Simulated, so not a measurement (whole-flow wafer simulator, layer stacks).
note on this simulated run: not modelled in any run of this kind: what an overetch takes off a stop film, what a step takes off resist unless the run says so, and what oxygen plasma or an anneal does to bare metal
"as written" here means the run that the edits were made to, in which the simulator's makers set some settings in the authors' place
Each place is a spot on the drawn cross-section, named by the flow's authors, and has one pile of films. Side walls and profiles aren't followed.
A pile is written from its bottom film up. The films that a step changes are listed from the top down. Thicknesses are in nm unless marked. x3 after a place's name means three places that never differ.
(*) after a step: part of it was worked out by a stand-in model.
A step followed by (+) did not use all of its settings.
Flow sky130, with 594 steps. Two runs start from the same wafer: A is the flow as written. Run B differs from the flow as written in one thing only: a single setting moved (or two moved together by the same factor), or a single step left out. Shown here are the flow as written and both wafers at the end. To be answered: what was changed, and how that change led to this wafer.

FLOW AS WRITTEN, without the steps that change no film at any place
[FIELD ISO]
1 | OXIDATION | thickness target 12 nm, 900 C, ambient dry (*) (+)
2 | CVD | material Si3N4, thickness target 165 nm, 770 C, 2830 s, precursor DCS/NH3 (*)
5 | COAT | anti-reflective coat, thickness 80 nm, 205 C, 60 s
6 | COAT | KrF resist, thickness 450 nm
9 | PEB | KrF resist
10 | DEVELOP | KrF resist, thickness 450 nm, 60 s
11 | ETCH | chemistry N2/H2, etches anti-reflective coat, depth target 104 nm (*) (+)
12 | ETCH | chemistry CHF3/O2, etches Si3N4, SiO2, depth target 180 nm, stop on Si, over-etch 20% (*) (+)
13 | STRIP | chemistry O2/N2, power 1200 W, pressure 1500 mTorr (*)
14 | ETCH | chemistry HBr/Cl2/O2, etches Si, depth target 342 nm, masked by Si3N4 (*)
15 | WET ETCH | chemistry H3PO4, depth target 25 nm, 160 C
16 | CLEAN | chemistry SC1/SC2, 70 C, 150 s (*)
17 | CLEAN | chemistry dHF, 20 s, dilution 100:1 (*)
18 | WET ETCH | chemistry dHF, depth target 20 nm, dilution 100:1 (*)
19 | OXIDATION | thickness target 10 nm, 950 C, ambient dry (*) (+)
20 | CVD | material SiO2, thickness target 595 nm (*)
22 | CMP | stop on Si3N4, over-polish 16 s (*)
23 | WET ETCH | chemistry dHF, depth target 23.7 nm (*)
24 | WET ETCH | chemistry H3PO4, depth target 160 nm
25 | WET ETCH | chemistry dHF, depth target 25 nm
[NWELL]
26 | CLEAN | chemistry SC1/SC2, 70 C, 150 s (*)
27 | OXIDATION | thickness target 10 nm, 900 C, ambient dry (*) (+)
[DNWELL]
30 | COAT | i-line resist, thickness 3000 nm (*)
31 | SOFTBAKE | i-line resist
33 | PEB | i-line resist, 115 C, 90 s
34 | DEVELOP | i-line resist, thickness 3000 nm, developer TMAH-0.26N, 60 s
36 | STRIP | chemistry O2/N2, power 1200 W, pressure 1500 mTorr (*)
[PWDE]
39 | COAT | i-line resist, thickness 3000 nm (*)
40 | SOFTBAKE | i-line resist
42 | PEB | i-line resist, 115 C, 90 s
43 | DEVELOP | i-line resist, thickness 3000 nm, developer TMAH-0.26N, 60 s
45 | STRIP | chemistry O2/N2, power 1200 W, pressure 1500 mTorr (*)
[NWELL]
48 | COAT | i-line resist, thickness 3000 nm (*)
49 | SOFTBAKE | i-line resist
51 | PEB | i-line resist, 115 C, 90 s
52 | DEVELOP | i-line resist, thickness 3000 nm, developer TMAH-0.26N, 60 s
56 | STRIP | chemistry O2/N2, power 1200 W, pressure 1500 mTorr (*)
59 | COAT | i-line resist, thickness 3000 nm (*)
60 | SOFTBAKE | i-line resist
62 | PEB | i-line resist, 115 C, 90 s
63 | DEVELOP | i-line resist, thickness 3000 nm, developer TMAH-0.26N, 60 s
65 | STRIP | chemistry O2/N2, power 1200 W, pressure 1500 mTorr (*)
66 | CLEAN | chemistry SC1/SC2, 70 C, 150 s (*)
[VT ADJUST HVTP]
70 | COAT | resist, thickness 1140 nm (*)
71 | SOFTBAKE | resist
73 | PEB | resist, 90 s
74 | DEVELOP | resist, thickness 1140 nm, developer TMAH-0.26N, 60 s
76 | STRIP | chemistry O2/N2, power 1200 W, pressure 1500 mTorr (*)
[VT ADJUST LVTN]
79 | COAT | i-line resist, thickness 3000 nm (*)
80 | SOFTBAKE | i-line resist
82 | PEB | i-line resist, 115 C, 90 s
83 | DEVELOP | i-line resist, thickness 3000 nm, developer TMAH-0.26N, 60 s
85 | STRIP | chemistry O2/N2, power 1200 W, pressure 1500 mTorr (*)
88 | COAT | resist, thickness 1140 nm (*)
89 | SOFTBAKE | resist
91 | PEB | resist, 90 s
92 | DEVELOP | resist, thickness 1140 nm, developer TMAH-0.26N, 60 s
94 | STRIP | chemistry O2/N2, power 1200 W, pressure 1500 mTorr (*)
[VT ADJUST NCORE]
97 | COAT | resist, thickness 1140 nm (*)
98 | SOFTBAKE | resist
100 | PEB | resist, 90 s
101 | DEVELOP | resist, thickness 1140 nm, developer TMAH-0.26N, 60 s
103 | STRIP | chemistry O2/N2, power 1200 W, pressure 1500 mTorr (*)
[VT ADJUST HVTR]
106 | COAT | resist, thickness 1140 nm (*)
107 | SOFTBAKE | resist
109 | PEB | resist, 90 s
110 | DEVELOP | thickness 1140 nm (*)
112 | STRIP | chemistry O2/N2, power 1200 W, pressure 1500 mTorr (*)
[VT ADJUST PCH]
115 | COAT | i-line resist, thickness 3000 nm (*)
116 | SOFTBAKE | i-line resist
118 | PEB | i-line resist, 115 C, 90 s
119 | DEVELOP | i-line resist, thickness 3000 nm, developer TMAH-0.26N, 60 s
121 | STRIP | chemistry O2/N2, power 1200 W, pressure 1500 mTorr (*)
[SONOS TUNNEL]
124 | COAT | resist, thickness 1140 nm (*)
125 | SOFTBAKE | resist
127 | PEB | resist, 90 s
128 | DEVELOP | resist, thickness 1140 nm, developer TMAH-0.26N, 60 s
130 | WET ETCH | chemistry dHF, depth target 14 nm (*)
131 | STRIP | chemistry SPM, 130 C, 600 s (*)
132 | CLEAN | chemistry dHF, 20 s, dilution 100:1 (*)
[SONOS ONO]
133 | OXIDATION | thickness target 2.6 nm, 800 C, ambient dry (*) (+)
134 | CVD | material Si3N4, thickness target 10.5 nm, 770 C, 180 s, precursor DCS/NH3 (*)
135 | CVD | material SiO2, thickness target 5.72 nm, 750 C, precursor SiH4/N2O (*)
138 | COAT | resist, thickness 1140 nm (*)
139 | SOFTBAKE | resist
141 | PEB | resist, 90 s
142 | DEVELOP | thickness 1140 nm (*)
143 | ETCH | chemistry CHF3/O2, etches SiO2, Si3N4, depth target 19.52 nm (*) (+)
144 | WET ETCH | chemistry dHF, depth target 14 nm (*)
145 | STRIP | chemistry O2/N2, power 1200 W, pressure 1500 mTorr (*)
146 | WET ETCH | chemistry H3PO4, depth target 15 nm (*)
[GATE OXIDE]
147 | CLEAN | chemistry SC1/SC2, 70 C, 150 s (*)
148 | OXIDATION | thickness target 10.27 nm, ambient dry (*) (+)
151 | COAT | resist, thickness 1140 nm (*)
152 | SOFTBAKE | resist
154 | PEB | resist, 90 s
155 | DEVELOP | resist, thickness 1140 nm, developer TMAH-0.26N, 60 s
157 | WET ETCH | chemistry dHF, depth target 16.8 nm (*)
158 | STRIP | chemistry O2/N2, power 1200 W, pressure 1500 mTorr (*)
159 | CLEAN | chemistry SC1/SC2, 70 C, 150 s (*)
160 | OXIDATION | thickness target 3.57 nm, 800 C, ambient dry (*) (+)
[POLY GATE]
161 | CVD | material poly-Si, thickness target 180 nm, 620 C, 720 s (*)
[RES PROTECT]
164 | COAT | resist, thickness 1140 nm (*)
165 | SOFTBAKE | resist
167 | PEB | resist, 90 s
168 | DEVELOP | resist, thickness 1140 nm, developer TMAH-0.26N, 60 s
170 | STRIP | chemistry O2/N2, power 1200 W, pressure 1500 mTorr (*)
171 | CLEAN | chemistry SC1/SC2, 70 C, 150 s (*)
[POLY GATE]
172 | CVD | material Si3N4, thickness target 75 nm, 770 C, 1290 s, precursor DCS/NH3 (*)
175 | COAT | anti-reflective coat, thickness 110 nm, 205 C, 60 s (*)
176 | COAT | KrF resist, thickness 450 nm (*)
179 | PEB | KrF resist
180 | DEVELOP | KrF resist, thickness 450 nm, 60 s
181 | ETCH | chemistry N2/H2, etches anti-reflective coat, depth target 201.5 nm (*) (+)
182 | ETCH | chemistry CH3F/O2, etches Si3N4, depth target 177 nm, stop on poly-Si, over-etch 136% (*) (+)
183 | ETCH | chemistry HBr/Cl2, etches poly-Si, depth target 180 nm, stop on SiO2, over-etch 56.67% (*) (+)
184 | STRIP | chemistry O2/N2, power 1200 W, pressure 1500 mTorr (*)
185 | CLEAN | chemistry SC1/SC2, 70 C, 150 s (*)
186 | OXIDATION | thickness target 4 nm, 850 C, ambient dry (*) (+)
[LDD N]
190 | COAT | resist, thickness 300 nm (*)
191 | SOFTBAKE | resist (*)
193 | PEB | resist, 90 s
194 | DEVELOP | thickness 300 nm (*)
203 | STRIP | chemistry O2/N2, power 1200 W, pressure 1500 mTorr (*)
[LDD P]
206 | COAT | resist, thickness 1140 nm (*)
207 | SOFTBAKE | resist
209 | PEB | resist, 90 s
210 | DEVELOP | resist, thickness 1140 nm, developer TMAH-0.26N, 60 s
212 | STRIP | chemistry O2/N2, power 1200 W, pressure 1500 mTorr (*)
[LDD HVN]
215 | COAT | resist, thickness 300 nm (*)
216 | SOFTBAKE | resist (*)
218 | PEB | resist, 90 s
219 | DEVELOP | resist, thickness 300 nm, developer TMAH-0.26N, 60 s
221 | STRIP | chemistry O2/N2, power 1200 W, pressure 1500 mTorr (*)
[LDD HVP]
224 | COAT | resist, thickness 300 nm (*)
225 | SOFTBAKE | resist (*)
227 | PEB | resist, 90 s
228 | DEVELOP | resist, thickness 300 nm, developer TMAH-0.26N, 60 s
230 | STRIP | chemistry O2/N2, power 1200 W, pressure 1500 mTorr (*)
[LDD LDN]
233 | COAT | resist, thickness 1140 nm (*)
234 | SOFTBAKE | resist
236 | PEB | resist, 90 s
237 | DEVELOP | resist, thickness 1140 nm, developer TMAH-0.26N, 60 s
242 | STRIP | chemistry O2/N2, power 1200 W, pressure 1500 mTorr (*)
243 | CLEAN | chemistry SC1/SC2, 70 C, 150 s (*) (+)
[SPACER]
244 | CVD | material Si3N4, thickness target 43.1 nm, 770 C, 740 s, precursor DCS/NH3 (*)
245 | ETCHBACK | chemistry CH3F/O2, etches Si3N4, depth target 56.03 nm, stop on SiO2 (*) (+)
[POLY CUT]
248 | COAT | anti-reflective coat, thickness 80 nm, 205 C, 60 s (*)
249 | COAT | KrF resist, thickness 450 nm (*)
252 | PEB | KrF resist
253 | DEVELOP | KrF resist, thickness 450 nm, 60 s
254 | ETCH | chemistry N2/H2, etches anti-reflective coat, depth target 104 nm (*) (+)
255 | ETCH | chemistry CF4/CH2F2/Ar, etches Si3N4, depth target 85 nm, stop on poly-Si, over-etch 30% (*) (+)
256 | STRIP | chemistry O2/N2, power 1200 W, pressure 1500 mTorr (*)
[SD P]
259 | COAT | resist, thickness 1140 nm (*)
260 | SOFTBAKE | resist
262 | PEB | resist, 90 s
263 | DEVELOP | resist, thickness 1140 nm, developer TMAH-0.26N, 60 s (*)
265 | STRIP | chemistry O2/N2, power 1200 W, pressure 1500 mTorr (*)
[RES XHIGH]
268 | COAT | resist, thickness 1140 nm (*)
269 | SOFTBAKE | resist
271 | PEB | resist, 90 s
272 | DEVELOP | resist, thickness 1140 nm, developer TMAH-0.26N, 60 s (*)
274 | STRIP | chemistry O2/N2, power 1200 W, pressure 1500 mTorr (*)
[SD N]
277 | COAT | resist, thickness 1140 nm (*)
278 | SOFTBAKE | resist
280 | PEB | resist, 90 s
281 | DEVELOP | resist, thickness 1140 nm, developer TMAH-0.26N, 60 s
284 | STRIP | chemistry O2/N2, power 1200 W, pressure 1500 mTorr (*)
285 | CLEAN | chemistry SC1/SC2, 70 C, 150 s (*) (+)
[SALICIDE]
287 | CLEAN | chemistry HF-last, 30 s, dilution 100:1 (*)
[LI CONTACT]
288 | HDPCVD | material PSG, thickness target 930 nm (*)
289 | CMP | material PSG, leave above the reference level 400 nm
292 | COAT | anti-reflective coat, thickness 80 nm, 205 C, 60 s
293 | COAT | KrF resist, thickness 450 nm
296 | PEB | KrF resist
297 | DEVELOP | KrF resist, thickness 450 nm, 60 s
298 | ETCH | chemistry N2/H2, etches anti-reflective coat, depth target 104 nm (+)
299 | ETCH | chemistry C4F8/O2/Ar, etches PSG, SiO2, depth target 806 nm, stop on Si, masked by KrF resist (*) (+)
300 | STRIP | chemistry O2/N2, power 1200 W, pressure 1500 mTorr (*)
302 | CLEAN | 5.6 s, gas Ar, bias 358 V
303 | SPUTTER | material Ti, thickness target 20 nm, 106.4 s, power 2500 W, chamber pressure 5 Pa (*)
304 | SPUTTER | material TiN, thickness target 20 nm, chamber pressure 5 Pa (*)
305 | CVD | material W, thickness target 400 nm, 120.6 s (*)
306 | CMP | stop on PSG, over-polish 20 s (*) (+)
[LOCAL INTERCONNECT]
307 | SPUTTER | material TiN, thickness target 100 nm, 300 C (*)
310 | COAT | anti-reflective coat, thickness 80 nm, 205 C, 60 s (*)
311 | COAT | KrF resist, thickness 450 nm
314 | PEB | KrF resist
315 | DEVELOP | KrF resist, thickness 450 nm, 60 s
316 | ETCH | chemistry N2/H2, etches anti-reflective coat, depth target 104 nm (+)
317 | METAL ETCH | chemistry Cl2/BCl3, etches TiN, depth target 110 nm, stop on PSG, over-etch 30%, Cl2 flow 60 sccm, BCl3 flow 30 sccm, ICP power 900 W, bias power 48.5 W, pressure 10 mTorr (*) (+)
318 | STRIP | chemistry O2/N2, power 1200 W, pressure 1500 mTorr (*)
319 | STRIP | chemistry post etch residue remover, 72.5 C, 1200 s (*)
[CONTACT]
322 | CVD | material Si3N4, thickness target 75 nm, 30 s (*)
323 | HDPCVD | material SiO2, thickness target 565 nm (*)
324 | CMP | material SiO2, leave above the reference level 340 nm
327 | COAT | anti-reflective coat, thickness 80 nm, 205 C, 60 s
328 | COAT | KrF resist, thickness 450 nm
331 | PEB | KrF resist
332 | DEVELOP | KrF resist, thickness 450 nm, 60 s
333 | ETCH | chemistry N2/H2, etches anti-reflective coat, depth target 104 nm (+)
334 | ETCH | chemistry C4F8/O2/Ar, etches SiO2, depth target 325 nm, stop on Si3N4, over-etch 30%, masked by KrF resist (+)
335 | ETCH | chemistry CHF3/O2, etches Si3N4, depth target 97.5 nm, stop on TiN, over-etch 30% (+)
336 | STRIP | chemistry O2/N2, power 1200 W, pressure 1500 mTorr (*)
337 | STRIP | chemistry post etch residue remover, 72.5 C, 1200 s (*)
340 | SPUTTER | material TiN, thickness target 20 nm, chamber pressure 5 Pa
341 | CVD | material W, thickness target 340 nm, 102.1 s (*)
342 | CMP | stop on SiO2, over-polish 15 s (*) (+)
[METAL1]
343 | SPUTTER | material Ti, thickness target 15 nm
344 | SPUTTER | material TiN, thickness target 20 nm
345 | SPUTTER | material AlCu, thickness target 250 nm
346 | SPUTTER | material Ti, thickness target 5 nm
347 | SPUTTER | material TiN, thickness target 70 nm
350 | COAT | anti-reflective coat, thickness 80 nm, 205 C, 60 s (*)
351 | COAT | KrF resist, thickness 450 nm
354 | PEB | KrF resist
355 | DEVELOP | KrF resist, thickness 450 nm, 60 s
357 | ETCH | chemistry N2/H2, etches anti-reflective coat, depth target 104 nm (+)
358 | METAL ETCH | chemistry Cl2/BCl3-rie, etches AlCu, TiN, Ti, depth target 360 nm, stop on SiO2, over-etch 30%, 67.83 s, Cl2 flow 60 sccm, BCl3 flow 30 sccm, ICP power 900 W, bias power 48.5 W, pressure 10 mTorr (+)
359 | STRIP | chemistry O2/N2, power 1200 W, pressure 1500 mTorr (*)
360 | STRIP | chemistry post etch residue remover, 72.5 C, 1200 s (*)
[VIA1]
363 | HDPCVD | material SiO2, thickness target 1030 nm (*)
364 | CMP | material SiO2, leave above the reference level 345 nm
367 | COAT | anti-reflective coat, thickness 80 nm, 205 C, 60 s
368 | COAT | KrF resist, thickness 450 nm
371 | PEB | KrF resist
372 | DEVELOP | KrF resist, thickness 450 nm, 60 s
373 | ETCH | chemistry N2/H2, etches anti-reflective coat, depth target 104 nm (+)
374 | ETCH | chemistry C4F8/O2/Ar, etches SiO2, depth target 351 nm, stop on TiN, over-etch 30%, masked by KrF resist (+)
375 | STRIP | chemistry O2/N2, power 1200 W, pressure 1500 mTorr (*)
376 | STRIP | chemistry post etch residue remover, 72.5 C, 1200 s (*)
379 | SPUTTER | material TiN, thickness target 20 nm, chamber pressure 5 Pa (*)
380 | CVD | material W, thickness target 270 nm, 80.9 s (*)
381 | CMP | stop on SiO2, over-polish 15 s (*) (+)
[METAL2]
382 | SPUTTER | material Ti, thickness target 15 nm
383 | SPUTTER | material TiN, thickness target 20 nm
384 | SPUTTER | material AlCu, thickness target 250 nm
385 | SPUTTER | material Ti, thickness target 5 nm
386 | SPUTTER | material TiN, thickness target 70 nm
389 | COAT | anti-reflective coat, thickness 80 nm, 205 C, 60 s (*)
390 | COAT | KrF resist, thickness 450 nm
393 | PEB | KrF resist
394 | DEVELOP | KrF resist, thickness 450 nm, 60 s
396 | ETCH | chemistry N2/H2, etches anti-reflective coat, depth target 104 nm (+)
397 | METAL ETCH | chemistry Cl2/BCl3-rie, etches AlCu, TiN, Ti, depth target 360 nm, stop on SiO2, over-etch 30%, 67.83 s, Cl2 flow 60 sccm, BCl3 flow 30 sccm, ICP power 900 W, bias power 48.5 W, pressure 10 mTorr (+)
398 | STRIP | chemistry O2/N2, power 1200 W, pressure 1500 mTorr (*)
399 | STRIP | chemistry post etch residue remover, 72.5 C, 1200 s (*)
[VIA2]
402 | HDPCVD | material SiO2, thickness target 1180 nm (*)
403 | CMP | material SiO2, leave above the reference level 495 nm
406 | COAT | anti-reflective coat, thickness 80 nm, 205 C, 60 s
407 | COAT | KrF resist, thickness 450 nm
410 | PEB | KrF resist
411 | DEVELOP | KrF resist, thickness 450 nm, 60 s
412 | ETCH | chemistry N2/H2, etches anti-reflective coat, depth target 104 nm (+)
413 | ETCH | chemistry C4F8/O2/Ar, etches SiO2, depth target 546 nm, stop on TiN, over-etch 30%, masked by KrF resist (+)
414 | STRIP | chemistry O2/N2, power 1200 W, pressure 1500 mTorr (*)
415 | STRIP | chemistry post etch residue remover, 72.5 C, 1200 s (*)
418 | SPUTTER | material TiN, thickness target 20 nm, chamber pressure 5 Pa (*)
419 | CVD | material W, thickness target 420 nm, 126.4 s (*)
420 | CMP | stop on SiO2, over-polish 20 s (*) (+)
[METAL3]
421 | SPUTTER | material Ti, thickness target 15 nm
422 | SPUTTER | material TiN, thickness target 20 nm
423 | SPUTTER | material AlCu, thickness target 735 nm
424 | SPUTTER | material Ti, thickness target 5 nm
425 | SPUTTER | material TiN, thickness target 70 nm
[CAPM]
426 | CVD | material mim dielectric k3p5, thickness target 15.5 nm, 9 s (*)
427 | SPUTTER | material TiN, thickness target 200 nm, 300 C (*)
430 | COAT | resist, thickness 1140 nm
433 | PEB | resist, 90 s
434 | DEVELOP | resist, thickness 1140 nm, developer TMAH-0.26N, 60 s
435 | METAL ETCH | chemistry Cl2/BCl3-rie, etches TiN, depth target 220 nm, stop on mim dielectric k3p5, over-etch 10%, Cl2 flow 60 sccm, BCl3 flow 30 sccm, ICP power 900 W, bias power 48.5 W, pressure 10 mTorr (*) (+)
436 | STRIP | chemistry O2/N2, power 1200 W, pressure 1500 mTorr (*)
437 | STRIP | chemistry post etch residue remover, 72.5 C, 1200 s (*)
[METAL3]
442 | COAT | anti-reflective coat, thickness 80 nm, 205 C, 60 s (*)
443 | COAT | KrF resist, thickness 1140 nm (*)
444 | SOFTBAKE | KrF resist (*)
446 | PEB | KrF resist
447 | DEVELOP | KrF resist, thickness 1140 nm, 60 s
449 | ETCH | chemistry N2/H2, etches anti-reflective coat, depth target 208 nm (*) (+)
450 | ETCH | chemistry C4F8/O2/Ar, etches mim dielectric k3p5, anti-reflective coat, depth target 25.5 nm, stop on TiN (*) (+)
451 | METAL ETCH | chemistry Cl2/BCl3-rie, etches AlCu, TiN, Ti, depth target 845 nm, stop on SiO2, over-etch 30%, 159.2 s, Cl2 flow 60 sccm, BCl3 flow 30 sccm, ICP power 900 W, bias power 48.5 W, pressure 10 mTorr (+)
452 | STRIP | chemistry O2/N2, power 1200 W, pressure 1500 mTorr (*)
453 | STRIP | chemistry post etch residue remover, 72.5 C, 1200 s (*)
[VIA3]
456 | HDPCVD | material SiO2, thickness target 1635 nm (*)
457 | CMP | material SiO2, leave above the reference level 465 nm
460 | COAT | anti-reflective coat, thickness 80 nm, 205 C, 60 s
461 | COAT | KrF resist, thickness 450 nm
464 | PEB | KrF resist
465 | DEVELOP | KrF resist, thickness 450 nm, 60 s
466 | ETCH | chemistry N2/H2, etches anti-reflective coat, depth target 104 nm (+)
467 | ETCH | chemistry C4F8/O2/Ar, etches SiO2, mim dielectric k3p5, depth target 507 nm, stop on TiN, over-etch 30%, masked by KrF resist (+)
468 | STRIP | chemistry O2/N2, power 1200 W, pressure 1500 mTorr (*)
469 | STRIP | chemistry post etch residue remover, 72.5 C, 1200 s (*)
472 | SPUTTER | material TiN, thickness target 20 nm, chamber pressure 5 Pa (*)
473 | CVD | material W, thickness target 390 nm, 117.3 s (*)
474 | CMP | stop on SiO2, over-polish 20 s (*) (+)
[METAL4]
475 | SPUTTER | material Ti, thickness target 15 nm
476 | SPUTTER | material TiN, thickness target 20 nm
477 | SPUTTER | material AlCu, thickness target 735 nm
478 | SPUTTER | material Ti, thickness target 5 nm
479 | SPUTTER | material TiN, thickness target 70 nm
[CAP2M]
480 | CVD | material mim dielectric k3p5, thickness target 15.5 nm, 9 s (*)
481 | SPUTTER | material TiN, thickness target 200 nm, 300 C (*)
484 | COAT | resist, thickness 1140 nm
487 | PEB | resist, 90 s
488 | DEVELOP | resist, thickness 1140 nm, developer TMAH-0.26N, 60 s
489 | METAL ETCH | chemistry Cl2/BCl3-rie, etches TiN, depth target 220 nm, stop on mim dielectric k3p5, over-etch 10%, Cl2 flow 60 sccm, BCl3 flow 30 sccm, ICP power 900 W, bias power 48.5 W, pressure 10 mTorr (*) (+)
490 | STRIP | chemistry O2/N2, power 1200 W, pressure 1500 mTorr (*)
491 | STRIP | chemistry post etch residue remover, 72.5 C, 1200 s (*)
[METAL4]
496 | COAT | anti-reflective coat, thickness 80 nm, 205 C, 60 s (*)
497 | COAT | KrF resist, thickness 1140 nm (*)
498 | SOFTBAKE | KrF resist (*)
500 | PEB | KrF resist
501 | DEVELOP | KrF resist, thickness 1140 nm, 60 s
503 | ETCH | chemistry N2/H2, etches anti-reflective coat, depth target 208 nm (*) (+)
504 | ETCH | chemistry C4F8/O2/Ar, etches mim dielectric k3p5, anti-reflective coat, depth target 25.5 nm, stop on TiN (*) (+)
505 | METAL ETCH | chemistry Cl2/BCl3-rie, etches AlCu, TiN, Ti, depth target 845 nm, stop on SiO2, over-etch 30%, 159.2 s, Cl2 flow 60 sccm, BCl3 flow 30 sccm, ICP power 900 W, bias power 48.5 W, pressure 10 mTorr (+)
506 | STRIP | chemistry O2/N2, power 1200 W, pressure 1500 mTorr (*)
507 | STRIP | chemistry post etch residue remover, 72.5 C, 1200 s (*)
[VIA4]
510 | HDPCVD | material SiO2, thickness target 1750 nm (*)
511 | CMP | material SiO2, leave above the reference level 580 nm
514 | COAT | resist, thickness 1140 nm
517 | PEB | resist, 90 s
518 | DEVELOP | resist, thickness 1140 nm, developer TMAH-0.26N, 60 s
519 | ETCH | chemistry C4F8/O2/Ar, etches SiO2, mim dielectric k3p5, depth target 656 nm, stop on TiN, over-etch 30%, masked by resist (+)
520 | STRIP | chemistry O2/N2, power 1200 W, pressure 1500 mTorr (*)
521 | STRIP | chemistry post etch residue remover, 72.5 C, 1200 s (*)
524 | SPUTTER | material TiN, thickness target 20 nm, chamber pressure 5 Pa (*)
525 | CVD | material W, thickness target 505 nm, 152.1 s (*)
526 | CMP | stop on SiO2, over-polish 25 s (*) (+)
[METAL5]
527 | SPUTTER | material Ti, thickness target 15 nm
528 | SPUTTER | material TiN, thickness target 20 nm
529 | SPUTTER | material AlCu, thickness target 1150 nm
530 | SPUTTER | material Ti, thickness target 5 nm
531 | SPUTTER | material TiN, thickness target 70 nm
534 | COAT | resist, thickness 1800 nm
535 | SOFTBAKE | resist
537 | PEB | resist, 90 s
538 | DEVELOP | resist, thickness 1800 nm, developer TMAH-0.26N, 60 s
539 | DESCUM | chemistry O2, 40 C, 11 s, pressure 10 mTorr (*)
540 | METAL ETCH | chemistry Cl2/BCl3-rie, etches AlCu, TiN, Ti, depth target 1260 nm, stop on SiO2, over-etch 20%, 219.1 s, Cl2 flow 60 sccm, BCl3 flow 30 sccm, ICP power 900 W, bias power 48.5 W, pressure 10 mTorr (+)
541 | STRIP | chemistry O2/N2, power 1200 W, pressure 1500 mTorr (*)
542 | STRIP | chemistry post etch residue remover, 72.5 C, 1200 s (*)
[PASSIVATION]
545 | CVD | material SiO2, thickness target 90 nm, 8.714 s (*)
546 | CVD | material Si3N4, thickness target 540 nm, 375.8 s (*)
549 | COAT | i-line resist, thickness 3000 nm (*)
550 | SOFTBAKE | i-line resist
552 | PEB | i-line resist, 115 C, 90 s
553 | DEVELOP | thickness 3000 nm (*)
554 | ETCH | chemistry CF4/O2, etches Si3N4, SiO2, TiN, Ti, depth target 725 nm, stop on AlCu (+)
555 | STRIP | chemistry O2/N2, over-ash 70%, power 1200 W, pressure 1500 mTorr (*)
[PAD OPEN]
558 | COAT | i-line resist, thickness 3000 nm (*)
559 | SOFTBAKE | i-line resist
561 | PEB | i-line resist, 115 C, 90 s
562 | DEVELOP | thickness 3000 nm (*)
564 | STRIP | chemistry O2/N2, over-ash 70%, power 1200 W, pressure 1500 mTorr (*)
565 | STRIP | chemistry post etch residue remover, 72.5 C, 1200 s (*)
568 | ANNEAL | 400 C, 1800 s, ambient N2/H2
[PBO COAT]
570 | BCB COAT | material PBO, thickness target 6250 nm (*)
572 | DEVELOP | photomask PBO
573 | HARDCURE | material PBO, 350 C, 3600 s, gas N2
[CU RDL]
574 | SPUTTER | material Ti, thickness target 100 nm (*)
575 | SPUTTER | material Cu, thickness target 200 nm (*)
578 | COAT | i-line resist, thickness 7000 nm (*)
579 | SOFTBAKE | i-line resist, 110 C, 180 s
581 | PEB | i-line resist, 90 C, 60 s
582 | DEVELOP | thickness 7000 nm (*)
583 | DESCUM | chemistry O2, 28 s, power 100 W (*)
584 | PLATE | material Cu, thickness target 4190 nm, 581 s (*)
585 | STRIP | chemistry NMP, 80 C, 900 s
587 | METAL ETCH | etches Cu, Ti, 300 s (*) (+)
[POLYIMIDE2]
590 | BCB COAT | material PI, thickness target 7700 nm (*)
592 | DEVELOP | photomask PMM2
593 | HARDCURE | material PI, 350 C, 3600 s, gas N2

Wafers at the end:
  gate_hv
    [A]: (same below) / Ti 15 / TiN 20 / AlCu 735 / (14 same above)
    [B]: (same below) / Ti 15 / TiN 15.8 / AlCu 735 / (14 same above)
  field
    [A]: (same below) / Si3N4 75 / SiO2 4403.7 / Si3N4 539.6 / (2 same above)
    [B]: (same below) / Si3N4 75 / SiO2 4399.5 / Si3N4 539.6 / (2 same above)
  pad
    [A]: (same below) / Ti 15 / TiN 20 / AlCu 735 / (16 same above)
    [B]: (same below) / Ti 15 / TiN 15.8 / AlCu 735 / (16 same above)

The reason: step 422, SPUTTER: thickness target 15.8 nm was run, whereas the flow has thickness target 20 nm.
The wafer lets one read it off: gate_hv has TiN 15.8, and step 422 as written asks for 20 nm.

Step by step, how the change led to this:
  422 | SPUTTER | material TiN, thickness target 20 nm
      field, active, n_well and 188 more: A TiN gains 20 (new film) | B TiN gains 15.8 (new film)
  451 | METAL ETCH | chemistry Cl2/BCl3-rie, etches AlCu, TiN, Ti, depth target 845 nm, stop on SiO2, over-etch 30%, 159.2 s, Cl2 flow 60 sccm, BCl3 flow 30 sccm, ICP power 900 W, bias power 48.5 W, pressure 10 mTorr (+)
      field, active, gate and 69 more: A TiN loses 70 (all of it), Ti loses 5 (all of it), AlCu loses 735 (all of it), TiN loses 20 (all of it), Ti loses 15 (all of it), SiO2 loses 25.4 | B TiN loses 70 (all of it), Ti loses 5 (all of it), AlCu loses 735 (all of it), TiN loses 15.8 (all of it), Ti loses 15 (all of it), SiO2 loses 25.8
      vpp_ln, vpp_iso2, ndiff_ln and 10 more: A TiN loses 70 (all of it), Ti loses 5 (all of it), AlCu loses 735 (all of it), TiN loses 20 (all of it), Ti loses 15 (all of it), SiO2 loses 25.3 | B TiN loses 70 (all of it), Ti loses 5 (all of it), AlCu loses 735 (all of it), TiN loses 15.8 (all of it), Ti loses 15 (all of it), SiO2 loses 25.8
